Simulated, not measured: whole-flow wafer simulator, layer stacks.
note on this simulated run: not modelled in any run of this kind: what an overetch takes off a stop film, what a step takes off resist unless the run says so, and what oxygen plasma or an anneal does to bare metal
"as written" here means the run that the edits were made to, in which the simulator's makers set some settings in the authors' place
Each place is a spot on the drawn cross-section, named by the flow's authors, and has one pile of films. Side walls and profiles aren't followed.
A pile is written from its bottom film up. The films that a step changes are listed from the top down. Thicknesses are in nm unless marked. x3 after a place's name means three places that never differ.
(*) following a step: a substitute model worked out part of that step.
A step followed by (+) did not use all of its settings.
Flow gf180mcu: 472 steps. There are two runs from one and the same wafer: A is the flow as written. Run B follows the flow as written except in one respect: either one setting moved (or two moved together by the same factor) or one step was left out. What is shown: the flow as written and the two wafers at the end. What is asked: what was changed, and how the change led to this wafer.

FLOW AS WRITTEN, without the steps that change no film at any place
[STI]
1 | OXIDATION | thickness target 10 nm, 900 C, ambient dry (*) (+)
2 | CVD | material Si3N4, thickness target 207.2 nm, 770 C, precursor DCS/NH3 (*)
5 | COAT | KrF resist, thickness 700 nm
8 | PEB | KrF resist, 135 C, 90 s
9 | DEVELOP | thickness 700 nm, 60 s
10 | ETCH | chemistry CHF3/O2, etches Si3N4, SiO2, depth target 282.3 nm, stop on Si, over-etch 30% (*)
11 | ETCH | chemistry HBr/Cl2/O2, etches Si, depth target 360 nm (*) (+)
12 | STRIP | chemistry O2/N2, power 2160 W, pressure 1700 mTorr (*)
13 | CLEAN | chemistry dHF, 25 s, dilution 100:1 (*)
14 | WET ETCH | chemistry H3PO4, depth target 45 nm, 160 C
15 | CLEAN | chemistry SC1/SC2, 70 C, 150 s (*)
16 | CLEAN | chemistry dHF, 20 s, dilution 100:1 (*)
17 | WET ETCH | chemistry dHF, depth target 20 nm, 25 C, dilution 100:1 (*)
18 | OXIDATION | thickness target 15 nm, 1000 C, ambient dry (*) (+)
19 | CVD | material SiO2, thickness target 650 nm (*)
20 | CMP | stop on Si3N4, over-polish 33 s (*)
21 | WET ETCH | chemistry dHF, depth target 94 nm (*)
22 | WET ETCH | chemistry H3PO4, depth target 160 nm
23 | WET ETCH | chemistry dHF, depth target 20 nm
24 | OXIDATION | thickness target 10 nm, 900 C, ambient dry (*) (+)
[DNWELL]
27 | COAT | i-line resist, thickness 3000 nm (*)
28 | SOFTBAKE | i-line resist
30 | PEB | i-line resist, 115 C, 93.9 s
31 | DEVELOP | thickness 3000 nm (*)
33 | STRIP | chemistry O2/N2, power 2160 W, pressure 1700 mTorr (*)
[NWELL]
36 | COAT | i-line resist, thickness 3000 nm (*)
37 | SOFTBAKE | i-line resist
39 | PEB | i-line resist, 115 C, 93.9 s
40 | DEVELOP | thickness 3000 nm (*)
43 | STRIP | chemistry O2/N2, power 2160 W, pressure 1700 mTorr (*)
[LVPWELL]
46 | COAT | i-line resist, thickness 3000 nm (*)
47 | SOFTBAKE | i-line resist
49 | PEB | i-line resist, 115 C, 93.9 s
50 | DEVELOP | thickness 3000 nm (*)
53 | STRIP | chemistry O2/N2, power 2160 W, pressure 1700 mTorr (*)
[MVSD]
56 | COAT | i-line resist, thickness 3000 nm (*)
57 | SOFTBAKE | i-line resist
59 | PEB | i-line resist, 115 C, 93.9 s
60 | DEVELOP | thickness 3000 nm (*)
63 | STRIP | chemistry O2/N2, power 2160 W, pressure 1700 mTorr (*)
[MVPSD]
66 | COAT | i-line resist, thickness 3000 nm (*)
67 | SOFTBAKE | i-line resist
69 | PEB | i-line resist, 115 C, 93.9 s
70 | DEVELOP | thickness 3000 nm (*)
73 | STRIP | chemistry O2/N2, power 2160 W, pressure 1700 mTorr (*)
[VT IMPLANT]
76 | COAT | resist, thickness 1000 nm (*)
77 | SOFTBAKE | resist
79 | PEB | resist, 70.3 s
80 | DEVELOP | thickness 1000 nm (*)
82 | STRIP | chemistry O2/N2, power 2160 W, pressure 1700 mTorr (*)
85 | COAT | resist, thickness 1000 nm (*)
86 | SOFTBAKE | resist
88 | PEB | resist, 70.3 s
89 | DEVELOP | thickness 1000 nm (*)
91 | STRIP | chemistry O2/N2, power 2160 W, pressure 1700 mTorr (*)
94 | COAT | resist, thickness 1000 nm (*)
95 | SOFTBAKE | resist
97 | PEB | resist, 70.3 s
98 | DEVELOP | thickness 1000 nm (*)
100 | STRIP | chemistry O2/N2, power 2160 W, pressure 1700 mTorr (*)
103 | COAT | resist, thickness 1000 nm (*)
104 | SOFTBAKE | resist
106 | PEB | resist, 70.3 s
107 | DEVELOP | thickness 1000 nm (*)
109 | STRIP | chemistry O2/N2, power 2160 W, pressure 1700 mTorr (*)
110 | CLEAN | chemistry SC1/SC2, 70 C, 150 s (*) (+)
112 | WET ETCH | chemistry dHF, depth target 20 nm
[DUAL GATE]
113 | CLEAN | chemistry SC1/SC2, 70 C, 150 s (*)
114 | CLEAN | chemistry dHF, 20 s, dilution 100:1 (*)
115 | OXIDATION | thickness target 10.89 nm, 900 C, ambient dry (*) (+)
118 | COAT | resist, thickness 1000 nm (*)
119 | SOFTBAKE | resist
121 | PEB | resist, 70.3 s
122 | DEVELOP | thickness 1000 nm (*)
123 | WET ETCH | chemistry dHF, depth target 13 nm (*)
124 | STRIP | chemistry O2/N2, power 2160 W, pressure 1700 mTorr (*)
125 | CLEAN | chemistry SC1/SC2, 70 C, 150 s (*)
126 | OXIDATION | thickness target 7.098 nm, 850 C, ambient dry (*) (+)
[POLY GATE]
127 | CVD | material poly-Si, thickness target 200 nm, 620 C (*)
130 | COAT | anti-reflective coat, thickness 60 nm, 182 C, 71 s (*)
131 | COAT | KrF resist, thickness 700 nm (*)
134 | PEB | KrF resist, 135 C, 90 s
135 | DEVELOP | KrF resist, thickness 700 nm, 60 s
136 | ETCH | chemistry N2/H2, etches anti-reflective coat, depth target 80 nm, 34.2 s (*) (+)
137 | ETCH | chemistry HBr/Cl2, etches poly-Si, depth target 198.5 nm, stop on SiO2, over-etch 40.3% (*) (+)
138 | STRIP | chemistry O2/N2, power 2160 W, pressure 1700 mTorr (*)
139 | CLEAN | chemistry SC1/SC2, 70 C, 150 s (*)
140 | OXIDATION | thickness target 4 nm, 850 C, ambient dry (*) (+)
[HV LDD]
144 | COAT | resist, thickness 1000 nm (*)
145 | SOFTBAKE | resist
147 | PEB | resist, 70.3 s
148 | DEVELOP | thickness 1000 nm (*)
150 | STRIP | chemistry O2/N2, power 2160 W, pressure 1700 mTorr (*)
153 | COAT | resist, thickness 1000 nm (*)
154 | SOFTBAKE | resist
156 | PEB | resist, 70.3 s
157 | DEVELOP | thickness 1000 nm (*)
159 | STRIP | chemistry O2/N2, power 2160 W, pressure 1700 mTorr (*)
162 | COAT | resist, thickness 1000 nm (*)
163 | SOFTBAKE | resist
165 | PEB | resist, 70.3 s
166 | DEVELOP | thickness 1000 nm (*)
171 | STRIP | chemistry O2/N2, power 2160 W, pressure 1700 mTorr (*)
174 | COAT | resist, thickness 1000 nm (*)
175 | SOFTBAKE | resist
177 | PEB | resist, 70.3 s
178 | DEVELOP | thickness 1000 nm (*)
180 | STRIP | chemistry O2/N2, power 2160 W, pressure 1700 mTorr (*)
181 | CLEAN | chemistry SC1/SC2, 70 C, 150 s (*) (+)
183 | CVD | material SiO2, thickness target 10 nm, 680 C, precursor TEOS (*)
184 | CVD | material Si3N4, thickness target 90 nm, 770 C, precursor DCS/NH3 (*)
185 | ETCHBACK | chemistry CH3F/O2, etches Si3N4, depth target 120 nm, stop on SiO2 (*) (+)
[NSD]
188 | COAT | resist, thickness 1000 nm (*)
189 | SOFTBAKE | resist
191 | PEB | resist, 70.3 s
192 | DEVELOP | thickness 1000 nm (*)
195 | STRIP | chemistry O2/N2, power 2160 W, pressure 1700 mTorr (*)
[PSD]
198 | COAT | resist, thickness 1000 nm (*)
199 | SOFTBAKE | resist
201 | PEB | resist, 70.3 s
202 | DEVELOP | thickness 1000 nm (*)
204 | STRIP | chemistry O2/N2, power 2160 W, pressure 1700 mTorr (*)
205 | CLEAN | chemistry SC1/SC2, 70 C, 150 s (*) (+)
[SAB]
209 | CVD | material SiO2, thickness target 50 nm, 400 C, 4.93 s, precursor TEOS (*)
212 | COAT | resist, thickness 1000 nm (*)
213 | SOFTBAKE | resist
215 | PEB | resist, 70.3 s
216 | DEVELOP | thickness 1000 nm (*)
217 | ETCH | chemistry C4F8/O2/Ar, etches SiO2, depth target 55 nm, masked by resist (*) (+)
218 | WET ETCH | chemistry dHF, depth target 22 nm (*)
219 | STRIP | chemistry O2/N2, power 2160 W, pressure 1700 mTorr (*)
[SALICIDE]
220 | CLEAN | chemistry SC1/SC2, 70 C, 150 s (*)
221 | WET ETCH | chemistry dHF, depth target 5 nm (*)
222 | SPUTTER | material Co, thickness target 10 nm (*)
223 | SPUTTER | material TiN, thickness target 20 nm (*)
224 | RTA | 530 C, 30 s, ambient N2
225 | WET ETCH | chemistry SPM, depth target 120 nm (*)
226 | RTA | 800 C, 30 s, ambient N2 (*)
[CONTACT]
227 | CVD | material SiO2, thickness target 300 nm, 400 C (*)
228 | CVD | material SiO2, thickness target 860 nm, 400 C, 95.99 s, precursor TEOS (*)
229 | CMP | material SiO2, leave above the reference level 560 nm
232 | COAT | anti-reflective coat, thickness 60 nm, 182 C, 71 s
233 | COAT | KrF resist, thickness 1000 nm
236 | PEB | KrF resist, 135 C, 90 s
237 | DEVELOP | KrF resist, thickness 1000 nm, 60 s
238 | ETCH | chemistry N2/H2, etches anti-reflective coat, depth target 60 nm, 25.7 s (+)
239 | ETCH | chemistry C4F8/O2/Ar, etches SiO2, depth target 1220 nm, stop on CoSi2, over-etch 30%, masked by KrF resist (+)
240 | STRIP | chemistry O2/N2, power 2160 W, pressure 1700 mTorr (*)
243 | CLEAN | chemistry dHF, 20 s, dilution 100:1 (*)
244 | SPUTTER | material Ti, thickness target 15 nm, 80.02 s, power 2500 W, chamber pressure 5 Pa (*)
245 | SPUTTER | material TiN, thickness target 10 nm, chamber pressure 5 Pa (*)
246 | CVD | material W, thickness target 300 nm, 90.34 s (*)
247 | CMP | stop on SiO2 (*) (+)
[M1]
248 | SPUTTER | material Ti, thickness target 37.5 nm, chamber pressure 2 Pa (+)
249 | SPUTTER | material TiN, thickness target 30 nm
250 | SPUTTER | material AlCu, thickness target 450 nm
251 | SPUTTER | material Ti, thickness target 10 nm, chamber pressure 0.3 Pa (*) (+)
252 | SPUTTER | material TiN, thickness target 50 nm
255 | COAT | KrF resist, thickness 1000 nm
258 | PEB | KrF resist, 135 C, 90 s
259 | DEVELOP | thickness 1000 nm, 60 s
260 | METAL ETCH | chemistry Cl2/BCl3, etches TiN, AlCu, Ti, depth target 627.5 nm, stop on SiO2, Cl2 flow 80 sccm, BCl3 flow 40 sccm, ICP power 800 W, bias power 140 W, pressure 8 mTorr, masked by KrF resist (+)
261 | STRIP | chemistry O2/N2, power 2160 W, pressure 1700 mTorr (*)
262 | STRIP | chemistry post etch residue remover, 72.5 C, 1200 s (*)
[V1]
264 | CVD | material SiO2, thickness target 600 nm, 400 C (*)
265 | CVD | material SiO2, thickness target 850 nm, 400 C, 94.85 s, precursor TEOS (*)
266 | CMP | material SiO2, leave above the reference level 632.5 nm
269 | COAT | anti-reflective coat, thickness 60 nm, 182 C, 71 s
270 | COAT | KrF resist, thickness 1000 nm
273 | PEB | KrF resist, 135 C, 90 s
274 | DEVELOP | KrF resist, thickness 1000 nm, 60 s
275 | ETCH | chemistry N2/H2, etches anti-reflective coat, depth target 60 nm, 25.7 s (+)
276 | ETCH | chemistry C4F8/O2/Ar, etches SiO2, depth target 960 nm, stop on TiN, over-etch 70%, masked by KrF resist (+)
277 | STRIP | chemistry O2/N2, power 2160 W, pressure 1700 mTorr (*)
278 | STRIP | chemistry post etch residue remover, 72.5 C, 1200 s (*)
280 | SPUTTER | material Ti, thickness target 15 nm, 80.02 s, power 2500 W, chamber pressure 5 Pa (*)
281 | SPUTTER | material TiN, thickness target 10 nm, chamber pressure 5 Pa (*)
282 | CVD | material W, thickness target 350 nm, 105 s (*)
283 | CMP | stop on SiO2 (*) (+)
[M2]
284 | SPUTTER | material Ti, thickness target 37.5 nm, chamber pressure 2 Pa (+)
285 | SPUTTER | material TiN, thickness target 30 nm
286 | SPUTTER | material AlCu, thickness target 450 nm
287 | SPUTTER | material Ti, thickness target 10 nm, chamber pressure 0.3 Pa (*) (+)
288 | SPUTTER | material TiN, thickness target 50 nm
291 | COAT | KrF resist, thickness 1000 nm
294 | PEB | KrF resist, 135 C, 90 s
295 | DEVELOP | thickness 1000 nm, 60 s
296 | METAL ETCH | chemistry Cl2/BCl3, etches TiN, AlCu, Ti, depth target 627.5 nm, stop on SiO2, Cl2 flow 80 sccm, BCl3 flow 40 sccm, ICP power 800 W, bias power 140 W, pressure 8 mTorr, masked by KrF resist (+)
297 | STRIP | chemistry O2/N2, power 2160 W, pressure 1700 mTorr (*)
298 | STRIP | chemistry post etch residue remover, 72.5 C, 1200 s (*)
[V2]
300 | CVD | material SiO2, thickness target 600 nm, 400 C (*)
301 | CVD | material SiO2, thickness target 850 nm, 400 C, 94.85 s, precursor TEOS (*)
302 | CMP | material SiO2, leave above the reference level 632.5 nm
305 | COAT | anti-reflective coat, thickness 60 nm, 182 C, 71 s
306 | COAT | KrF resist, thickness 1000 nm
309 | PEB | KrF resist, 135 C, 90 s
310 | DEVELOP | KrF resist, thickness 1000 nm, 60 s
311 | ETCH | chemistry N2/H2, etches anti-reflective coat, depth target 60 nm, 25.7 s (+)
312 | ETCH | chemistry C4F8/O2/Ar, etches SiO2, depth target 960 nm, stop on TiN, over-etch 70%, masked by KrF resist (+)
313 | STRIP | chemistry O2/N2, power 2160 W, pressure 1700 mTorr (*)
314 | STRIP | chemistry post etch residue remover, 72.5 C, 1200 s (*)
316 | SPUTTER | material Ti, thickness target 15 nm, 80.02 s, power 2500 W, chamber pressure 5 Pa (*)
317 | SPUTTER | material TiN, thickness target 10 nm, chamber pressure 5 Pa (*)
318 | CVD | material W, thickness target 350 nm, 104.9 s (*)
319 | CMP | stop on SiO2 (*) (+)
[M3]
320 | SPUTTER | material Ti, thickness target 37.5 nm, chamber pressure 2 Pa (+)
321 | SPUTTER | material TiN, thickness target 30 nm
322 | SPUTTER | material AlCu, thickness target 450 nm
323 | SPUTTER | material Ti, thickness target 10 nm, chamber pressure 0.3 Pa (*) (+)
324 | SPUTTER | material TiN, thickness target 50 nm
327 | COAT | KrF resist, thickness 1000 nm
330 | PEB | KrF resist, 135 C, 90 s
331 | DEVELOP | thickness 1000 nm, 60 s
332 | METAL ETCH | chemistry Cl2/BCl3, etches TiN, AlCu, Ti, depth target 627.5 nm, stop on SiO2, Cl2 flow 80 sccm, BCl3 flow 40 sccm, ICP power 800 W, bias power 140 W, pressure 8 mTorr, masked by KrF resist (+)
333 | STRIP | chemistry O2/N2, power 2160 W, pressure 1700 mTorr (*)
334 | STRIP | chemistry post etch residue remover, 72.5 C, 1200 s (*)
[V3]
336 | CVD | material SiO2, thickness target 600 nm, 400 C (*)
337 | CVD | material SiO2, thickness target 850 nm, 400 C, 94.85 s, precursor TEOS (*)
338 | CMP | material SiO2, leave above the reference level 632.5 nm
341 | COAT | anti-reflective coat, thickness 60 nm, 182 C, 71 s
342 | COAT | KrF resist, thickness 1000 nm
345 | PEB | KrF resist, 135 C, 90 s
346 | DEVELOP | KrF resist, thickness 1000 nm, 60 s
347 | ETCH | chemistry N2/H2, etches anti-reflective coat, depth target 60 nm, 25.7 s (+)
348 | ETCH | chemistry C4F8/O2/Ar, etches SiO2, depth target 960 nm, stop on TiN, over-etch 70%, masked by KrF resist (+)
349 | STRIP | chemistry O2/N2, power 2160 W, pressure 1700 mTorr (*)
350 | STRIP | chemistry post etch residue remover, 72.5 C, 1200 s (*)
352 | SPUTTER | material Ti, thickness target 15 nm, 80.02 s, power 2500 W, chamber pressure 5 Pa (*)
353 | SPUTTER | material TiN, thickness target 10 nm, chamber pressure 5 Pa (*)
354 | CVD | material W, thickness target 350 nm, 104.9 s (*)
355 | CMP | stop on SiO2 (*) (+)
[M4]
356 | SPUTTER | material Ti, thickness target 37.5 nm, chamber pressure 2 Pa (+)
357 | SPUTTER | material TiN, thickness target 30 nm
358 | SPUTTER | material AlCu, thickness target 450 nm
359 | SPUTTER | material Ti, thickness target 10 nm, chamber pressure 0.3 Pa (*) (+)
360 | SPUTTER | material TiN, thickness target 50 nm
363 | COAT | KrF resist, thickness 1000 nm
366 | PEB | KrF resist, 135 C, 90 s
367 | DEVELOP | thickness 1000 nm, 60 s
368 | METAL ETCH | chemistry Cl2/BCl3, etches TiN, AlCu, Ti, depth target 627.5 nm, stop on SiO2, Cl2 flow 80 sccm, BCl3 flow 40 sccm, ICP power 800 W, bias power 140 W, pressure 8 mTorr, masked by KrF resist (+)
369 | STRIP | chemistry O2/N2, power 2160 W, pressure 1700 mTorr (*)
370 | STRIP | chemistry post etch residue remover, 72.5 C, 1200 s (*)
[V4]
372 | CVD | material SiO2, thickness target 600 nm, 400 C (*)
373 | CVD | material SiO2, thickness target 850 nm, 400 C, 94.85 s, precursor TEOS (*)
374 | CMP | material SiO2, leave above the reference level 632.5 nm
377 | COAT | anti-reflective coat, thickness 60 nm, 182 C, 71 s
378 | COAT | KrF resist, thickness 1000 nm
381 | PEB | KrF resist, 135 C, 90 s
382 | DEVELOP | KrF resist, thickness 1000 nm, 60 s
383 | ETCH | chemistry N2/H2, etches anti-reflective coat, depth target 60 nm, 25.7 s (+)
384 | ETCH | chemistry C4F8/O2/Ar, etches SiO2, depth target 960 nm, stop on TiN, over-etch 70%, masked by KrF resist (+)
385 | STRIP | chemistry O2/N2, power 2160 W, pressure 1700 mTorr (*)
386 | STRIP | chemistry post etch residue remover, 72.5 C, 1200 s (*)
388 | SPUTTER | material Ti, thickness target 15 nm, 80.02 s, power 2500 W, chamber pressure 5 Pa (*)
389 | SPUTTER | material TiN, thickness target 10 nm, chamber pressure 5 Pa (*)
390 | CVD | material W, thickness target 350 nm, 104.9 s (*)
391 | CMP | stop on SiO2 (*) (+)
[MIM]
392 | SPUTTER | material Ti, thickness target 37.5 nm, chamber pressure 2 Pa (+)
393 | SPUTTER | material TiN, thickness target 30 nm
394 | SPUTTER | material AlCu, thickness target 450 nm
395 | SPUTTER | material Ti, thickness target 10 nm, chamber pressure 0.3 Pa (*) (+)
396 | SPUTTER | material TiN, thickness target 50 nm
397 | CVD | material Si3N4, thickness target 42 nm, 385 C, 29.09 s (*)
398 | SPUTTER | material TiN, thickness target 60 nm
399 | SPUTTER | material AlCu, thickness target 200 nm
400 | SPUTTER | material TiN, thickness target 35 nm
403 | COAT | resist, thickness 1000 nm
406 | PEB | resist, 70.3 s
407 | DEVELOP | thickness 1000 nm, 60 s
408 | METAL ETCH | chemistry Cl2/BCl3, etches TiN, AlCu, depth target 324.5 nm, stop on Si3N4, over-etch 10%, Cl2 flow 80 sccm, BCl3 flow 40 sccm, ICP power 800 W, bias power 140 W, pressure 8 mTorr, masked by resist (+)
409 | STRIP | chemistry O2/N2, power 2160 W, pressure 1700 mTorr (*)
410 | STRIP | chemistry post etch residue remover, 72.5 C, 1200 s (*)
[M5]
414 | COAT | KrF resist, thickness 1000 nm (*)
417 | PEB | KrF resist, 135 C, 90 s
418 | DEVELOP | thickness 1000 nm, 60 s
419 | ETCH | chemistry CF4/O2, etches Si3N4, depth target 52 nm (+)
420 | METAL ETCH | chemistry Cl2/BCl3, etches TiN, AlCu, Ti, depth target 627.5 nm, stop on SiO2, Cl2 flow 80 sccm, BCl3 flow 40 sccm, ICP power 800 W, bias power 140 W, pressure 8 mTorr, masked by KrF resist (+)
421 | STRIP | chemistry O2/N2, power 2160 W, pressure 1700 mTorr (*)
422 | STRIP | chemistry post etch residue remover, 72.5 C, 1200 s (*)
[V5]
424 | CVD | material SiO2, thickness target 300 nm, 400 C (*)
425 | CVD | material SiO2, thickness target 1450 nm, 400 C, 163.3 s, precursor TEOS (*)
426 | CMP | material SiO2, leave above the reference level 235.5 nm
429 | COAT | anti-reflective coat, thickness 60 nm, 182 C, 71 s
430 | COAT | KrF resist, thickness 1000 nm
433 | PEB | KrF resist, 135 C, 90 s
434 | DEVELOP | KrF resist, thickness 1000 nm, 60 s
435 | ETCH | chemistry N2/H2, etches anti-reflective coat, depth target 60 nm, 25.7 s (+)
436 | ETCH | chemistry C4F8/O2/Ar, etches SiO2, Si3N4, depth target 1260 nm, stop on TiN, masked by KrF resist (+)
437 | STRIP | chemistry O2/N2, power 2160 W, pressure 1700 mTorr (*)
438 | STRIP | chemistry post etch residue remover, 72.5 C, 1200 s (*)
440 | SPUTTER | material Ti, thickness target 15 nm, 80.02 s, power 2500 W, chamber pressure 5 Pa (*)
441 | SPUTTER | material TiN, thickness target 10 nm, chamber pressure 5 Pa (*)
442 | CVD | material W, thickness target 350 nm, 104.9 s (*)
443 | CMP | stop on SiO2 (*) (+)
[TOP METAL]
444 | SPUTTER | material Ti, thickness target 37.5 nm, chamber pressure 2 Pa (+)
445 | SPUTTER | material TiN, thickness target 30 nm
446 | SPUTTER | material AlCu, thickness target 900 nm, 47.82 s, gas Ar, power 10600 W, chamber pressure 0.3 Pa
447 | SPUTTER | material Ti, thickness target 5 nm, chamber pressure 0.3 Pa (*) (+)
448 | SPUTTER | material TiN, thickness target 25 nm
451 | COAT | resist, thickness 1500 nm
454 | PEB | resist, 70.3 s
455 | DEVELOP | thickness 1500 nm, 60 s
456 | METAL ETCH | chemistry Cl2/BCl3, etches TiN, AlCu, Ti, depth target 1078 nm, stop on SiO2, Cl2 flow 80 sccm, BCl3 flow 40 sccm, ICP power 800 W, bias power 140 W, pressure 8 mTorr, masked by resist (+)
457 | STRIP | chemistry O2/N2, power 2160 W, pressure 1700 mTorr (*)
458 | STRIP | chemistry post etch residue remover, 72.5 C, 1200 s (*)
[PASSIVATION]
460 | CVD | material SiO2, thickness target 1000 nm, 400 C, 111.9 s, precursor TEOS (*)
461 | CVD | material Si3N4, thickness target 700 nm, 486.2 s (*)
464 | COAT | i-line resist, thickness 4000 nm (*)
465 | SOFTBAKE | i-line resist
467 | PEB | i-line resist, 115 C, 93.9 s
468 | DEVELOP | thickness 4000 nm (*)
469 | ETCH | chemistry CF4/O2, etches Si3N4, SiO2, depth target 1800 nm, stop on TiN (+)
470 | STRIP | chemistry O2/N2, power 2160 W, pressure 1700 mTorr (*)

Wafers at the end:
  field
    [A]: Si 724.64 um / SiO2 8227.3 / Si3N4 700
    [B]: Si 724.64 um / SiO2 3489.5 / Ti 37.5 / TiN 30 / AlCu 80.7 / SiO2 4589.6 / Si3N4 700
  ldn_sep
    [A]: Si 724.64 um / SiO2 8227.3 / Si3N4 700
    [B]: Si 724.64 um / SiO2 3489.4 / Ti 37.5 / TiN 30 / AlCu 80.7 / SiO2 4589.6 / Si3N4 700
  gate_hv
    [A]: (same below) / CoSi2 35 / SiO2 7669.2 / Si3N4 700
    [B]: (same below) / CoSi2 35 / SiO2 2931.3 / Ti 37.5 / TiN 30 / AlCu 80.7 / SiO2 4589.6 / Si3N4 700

Cause: step 332, METAL ETCH: depth target 423.6 nm was run, though the flow has depth target 627.5 nm.

Step by step, how the change led to this:
  332 | METAL ETCH | chemistry Cl2/BCl3, etches TiN, AlCu, Ti, depth target 627.5 nm, stop on SiO2, Cl2 flow 80 sccm, BCl3 flow 40 sccm, ICP power 800 W, bias power 140 W, pressure 8 mTorr, masked by KrF resist (+)
      field, field__w1, field__w2 and 103 more: A -50 TiN (all of it), -10 Ti (all of it), -450 AlCu (all of it), -30 TiN (all of it), -37.5 Ti (all of it) | B -50 TiN (all of it), -10 Ti (all of it), -363.6 AlCu
      field__w8, contact, m1, m1__w1, m1_nw: A -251 KrF resist | B -169.4 KrF resist
  333 | STRIP | chemistry O2/N2, power 2160 W, pressure 1700 mTorr (*)
      field__w8, contact, m1, m1__w1, m1_nw: A -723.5 KrF resist (all of it) | B -805.1 KrF resist (all of it)
  334 | STRIP | chemistry post etch residue remover, 72.5 C, 1200 s (*)
      field, field__w1, field__w2 and 103 more: A nothing | B -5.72 AlCu
  336 | CVD | material SiO2, thickness target 600 nm, 400 C (*)
      field, field__w1, field__w2 and 103 more: A +600 SiO2 | B +600 SiO2 (new film)
  338 | CMP | material SiO2, leave above the reference level 632.5 nm
      field, field__w1, field__w2 and 103 more: A -300 SiO2 | B -448.2 SiO2
With metal films that touch counted as one body, field has 1 body; the flow as written gives 0 bodies.
With metal films that touch counted as one body, ldn_sep has 1 body; the flow as written gives 0 bodies.
With metal films that touch counted as one body, gate_hv has 2 bodies (between them, from the top down: SiO2 2931.3); the flow as written gives 1 body.
